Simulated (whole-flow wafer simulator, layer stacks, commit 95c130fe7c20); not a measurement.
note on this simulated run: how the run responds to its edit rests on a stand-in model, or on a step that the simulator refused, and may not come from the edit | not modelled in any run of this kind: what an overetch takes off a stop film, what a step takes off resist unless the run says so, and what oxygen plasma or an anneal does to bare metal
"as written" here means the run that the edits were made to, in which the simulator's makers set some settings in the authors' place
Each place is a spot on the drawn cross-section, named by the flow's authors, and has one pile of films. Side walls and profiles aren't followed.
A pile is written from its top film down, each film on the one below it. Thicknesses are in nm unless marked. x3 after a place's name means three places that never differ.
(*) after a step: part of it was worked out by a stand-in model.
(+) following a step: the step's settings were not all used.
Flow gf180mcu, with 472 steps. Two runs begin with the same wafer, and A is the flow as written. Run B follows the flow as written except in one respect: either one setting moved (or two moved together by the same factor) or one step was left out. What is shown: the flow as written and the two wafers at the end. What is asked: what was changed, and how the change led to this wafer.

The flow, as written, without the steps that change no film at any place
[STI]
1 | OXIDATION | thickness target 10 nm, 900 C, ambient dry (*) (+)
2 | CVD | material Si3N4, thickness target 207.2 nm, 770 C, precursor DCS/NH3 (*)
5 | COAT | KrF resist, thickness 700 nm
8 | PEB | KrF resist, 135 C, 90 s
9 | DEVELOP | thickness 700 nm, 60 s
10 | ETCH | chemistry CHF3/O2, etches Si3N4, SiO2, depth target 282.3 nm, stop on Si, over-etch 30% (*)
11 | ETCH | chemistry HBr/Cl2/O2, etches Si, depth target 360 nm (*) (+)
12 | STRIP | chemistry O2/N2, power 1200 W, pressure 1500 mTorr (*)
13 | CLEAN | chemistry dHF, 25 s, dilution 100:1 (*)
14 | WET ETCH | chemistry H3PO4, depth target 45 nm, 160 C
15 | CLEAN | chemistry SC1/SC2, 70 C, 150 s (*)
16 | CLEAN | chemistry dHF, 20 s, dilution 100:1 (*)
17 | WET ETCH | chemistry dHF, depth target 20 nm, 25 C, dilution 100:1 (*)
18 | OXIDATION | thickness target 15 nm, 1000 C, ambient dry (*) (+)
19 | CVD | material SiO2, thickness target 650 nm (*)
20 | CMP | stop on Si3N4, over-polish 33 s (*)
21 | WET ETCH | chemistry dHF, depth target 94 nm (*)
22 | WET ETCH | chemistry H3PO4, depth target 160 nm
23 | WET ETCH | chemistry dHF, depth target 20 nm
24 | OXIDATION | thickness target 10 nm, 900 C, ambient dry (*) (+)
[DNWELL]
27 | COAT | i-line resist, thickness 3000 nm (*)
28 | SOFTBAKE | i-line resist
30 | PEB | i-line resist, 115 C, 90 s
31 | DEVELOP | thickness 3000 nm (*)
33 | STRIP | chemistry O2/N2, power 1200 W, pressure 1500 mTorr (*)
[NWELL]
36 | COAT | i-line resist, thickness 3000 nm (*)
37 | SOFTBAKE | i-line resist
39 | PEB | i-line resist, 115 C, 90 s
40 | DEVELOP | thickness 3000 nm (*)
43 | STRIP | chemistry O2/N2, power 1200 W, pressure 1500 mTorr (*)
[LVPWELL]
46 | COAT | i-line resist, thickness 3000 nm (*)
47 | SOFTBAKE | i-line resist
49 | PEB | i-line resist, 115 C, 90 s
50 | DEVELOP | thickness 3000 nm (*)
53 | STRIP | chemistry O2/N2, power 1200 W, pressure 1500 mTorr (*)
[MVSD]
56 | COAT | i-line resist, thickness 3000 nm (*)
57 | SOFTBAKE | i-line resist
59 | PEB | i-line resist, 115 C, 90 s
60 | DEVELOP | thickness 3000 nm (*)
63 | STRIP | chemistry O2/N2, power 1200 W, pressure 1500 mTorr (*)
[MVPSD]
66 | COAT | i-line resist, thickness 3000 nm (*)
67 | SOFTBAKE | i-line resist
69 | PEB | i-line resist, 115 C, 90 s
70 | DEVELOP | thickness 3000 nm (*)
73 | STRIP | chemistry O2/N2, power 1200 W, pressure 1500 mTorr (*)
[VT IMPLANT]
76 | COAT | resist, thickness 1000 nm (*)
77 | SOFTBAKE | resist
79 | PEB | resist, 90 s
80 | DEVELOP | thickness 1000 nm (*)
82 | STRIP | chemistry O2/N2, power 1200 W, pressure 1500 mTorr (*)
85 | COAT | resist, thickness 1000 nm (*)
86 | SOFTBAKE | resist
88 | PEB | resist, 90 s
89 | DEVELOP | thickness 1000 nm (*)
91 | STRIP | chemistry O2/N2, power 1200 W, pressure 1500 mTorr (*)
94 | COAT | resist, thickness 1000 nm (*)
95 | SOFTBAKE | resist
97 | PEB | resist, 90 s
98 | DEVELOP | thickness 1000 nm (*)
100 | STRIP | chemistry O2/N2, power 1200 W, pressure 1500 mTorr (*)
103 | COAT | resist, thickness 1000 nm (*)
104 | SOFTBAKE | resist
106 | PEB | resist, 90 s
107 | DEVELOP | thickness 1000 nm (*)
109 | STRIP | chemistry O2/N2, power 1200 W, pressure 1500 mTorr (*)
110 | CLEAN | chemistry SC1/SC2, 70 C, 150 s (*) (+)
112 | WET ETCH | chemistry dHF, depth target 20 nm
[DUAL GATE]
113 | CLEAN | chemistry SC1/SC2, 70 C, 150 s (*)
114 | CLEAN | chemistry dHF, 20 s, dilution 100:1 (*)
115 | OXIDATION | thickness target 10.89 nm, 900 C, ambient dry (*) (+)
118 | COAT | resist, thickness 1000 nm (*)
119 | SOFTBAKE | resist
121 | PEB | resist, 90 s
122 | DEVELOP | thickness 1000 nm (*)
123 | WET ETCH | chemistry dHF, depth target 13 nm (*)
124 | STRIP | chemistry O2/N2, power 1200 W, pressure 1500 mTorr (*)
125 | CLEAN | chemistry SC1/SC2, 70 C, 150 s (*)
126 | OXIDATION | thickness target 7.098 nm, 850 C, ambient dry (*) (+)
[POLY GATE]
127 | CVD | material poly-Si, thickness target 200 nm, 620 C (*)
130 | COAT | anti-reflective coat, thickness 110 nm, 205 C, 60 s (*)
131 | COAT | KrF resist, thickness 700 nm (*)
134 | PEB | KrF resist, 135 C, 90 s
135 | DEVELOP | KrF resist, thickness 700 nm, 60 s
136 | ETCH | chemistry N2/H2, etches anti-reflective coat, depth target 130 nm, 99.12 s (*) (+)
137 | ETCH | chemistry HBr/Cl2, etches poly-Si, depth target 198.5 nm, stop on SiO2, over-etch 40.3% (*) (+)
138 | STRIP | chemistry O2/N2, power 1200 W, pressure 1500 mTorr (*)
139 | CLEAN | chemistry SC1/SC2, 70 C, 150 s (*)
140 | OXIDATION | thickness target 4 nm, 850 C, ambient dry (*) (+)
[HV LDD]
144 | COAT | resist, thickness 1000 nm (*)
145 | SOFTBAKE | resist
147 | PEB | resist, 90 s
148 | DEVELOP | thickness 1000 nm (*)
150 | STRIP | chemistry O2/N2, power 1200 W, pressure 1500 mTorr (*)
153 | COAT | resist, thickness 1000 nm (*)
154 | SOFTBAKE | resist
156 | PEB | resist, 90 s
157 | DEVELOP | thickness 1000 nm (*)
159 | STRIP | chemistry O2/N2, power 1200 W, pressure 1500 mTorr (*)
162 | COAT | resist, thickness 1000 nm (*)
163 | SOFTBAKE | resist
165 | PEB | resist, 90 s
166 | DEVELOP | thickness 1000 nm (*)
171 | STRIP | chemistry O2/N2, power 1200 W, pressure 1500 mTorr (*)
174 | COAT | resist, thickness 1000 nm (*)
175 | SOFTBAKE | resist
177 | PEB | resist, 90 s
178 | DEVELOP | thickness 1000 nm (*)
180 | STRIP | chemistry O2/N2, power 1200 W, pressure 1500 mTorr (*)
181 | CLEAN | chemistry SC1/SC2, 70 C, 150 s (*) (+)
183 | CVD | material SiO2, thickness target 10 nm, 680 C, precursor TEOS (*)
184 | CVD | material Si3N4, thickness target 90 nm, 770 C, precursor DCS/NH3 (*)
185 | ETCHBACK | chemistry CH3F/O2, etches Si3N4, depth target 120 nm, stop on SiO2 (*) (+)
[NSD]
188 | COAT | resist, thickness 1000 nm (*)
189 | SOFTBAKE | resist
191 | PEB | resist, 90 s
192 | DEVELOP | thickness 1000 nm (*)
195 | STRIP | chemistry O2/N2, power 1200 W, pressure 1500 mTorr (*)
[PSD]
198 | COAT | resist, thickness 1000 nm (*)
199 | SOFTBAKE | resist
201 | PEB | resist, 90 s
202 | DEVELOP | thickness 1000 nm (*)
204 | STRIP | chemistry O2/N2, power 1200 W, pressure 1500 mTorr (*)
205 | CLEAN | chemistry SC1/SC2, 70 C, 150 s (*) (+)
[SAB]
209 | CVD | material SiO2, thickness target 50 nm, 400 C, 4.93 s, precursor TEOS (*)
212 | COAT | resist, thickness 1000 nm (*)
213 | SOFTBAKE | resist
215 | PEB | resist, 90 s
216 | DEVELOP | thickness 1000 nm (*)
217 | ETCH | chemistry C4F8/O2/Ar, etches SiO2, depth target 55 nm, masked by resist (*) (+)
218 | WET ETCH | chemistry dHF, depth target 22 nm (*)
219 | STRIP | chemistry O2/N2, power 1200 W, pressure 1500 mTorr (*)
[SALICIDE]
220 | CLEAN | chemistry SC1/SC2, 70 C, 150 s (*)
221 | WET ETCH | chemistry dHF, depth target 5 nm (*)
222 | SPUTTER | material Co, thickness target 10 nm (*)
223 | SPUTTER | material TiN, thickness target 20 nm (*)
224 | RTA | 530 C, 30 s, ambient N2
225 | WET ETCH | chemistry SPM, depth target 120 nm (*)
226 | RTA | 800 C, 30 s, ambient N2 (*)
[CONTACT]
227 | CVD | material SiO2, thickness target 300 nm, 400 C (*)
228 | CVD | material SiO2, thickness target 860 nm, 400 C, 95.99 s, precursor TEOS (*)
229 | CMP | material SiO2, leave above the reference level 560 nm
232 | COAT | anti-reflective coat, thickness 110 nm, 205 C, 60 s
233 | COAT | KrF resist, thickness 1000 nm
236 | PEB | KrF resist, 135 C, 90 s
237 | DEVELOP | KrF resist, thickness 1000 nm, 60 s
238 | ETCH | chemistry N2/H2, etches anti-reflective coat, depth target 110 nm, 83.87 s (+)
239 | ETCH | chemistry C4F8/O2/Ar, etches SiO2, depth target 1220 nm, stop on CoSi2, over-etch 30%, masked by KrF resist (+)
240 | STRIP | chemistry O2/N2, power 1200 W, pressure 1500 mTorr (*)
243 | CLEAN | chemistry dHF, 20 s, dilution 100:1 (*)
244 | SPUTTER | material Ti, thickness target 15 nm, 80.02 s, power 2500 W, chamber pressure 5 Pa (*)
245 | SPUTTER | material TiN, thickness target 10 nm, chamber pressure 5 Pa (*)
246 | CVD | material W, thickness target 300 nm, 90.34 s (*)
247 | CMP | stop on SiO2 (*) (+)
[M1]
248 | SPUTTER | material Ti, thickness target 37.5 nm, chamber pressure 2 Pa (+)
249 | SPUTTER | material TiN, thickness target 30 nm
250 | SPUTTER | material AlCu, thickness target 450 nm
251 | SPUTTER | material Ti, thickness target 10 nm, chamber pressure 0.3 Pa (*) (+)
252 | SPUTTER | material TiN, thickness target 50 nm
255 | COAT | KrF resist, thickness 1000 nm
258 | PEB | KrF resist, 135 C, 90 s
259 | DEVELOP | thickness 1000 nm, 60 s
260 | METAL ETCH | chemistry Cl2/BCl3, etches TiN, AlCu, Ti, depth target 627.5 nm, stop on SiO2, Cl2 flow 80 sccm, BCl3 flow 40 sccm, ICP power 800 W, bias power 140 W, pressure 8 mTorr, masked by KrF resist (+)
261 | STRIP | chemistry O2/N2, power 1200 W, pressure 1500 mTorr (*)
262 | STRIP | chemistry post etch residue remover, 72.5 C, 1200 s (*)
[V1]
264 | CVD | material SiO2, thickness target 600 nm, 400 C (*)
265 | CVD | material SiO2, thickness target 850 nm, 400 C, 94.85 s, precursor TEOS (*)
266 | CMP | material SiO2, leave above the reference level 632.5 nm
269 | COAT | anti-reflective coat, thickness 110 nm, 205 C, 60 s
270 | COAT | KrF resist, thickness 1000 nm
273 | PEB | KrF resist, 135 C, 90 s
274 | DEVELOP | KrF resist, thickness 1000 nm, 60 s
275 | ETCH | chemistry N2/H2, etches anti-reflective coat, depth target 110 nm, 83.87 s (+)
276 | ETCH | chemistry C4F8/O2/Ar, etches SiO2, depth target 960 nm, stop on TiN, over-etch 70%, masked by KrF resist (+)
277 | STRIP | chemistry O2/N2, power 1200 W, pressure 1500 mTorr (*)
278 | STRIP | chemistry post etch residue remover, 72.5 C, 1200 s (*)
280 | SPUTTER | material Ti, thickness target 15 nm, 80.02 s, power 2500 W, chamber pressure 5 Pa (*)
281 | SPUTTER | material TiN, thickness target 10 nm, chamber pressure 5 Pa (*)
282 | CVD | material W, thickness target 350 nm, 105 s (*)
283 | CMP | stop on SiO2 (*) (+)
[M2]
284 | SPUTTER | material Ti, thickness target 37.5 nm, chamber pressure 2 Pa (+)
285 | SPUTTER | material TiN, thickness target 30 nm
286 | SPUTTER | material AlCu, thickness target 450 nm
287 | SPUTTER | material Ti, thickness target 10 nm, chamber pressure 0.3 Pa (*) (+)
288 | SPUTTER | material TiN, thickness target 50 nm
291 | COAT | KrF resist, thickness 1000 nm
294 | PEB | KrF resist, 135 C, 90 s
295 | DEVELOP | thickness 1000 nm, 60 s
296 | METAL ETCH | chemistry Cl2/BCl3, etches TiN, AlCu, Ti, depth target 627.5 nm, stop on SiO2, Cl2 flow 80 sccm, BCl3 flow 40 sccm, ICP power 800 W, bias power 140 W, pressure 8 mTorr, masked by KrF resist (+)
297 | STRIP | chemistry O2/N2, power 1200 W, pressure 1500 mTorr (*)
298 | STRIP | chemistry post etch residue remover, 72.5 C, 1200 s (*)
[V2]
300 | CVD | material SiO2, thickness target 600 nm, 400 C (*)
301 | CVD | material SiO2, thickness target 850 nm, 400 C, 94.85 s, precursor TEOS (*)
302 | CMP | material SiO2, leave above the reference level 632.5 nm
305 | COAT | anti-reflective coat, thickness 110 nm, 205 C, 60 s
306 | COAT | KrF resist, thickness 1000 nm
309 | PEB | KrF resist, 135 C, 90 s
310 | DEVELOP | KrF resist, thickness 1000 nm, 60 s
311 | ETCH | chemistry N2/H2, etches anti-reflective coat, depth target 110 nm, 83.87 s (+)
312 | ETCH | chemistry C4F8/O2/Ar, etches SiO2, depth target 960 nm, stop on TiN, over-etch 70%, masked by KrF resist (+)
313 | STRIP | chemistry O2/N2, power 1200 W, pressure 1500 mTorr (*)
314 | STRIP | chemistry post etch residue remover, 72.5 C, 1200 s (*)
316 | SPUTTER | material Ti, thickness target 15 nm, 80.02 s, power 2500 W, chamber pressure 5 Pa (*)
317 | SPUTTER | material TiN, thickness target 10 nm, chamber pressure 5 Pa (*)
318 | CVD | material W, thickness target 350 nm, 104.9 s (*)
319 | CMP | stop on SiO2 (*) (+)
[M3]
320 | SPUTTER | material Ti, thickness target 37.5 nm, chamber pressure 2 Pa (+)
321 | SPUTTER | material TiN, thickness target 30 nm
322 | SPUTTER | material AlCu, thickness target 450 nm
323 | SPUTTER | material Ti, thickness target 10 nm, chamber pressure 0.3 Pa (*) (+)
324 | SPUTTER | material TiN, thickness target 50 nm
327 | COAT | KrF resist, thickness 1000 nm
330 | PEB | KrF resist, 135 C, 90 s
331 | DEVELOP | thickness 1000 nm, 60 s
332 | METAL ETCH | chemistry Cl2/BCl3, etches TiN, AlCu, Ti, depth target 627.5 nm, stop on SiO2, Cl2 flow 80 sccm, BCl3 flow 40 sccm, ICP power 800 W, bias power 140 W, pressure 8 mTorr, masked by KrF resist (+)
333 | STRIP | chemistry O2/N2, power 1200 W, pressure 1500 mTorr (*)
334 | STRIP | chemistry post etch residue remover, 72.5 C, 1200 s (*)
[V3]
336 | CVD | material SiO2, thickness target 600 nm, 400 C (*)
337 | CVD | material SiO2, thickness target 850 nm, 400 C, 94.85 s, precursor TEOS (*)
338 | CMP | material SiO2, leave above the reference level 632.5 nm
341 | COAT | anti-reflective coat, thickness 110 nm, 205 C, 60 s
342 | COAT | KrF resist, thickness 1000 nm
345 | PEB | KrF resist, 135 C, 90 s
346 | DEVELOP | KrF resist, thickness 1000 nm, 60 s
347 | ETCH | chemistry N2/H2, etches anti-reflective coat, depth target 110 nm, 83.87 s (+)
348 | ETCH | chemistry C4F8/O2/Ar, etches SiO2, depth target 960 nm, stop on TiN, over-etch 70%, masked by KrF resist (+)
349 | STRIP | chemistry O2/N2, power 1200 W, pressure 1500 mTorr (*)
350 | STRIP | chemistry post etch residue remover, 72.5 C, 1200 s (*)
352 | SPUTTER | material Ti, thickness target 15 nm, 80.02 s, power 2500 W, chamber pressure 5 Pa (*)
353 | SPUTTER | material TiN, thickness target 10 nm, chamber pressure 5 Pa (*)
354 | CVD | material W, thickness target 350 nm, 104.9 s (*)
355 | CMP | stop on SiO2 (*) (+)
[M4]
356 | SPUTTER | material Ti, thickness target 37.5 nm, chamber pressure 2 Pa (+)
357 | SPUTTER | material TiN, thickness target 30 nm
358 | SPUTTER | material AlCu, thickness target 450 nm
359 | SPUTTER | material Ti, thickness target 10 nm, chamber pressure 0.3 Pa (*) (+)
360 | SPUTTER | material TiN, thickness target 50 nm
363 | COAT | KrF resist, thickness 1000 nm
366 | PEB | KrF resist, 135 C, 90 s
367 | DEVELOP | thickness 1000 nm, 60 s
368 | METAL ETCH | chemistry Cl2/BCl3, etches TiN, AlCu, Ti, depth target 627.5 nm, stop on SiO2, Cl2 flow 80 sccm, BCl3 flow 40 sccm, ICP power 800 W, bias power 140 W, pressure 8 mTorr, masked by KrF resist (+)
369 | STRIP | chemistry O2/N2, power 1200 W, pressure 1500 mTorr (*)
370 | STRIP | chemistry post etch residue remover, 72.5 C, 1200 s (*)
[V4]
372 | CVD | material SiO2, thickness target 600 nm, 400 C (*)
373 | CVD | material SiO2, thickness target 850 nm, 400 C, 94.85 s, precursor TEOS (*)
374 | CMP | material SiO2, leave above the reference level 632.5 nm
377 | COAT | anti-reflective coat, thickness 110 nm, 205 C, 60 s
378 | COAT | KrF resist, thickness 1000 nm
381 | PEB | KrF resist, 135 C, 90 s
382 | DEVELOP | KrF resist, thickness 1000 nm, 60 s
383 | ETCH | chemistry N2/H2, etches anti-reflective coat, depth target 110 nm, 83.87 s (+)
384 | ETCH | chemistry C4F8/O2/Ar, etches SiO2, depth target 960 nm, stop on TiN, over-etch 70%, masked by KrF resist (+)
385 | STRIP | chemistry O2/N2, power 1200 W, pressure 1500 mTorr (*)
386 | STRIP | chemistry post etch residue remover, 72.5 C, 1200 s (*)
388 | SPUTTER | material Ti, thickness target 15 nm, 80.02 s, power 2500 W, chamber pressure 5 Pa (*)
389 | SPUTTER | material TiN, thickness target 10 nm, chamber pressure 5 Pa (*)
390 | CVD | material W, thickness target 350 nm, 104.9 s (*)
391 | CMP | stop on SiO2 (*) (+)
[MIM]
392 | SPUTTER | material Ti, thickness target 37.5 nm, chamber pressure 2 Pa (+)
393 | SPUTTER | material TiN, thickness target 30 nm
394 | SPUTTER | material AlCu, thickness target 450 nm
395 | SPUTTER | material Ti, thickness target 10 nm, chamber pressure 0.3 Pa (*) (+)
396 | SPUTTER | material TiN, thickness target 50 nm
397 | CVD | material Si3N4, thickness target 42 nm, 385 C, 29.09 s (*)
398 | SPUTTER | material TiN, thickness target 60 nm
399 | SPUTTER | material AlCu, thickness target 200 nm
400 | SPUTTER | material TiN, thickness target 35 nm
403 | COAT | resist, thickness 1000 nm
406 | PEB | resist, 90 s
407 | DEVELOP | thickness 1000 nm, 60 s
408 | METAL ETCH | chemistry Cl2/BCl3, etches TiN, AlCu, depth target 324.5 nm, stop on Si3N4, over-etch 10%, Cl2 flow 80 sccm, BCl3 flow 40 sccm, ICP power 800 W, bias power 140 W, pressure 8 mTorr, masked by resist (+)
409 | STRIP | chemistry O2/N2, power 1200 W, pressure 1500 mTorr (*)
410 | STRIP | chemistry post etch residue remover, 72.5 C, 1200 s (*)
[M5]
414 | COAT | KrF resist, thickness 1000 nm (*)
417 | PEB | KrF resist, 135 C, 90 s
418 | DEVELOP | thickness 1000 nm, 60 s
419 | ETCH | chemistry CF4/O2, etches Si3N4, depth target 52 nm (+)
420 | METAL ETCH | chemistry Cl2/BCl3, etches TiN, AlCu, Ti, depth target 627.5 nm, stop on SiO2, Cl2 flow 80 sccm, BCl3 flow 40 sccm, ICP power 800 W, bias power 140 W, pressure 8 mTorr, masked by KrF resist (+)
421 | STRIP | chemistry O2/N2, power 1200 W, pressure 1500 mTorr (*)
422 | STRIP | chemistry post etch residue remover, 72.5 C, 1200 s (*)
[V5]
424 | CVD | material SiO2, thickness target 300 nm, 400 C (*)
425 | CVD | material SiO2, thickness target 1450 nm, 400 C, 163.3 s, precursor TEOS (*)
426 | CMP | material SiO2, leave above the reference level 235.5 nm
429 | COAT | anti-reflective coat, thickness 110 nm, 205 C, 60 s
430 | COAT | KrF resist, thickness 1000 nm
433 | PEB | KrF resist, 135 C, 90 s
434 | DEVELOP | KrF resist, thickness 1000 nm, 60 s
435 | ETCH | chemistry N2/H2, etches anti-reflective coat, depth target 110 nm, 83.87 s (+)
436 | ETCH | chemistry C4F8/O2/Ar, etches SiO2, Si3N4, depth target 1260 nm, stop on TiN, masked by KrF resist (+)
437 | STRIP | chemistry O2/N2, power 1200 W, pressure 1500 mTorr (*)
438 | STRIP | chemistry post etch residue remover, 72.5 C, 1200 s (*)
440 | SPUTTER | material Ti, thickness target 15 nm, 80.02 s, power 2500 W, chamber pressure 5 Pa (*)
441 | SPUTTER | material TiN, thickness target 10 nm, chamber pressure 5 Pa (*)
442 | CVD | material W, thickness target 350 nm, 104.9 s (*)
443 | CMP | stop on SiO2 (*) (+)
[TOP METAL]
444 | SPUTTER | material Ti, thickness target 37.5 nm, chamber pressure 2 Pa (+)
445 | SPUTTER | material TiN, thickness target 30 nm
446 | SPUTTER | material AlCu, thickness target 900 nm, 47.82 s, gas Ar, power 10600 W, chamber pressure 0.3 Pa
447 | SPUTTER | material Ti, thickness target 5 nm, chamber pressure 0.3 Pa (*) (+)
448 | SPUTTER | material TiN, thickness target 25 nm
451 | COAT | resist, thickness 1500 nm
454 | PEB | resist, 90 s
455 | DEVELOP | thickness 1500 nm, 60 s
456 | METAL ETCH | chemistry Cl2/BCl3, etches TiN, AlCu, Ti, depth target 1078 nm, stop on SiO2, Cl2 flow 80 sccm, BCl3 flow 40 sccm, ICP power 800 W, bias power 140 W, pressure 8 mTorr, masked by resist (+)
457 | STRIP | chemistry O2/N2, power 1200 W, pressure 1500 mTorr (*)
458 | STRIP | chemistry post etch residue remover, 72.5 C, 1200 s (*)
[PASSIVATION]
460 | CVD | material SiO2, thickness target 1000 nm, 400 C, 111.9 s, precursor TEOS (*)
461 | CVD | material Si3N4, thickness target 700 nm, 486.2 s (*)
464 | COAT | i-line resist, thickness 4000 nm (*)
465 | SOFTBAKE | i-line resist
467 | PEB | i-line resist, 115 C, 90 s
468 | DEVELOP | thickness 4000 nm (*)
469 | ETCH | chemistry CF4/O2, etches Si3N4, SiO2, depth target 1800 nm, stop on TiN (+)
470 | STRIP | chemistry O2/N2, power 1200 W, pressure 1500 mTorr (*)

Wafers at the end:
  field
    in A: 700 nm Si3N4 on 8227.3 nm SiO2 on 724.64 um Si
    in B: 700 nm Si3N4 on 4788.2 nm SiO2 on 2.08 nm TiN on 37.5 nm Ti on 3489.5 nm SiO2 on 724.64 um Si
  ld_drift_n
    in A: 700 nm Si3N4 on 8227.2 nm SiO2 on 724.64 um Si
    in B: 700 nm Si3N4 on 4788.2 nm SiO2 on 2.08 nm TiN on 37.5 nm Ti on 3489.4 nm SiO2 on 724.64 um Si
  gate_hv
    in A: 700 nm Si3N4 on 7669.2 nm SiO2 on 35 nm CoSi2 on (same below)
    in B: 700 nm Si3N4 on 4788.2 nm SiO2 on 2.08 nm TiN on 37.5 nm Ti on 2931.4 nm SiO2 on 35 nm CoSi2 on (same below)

What caused this: step 322, SPUTTER: thickness target 540 nm was run, while the flow as written has thickness target 450 nm.

How this came from the change, step by step:
  322 | SPUTTER | material AlCu, thickness target 450 nm
      field, field__w1, field__w2 and 108 more: A +450 AlCu (new film) | B +540 AlCu (new film)
  332 | METAL ETCH | chemistry Cl2/BCl3, etches TiN, AlCu, Ti, depth target 627.5 nm, stop on SiO2, Cl2 flow 80 sccm, BCl3 flow 40 sccm, ICP power 800 W, bias power 140 W, pressure 8 mTorr, masked by KrF resist (+)
      field, field__w1, field__w2 and 103 more: A -50 TiN (all of it), -10 Ti (all of it), -450 AlCu (all of it), -30 TiN (all of it), -37.5 Ti (all of it) | B -50 TiN (all of it), -10 Ti (all of it), -540 AlCu (all of it), -27.5 TiN
  336 | CVD | material SiO2, thickness target 600 nm, 400 C (*)
      field, field__w1, field__w2 and 103 more: A +600 SiO2 | B +600 SiO2 (new film)
  338 | CMP | material SiO2, leave above the reference level 632.5 nm
      field, field__w1, field__w2 and 103 more: A -300 SiO2 | B -249.6 SiO2
With metal films that touch counted as one body, field has 1 body; the flow as written gives 0 bodies.
With metal films that touch counted as one body, ld_drift_n has 1 body; the flow as written gives 0 bodies.
With metal films that touch counted as one body, gate_hv has 2 bodies (between them, from the top down: SiO2 2931.4); the flow as written gives 1 body.
